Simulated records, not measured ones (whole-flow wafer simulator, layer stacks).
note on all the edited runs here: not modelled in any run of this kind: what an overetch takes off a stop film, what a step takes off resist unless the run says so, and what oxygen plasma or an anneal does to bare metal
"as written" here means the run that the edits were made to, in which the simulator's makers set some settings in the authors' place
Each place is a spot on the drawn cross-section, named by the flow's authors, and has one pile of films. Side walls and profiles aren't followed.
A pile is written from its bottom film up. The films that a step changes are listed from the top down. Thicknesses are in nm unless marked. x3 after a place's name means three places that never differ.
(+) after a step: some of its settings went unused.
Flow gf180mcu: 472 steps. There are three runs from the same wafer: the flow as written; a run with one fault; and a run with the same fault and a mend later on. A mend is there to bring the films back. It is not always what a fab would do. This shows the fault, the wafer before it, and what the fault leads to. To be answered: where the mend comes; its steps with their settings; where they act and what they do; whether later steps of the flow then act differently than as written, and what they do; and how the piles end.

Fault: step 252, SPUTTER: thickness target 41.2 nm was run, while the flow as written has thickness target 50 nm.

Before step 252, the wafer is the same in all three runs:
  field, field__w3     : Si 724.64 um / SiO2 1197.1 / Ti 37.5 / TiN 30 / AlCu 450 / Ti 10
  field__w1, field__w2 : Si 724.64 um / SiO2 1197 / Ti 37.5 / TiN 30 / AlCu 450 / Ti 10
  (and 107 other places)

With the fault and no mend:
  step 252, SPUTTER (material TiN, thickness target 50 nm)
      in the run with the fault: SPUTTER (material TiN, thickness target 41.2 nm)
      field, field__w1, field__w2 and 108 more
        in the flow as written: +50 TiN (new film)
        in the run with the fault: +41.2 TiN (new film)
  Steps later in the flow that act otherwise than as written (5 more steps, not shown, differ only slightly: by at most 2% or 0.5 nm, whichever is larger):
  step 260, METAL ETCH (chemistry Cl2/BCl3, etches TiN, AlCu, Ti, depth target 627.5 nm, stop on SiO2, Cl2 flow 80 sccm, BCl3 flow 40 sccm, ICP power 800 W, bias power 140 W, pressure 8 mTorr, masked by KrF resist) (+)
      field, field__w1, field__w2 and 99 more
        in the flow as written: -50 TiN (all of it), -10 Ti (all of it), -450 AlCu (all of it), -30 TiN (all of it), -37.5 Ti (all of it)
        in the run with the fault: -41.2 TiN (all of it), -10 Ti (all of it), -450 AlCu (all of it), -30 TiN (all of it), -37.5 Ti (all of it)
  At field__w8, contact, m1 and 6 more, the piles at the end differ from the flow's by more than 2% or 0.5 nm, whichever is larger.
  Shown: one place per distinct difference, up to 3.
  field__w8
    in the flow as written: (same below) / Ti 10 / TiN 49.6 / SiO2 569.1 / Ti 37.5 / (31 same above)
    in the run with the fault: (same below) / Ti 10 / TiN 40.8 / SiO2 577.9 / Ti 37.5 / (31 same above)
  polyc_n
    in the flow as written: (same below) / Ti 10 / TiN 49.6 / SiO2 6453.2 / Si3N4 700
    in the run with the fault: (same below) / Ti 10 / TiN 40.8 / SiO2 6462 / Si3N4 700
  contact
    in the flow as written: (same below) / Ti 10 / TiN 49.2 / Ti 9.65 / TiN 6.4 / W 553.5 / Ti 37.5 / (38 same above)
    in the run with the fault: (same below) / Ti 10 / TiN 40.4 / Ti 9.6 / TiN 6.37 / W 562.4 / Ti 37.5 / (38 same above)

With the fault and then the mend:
  After step 252 comes the mend.
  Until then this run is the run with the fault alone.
  step 252a, SPUTTER (material TiN, thickness target 8.8 nm) (the flow's step 252, run once more with other settings)
      field, field__w1, field__w2 and 108 more
        +8.8 TiN
  Every later step of the flow that is run acts as written at every place that is followed.
  By the end, the piles equal the flow's at every place that both follow.
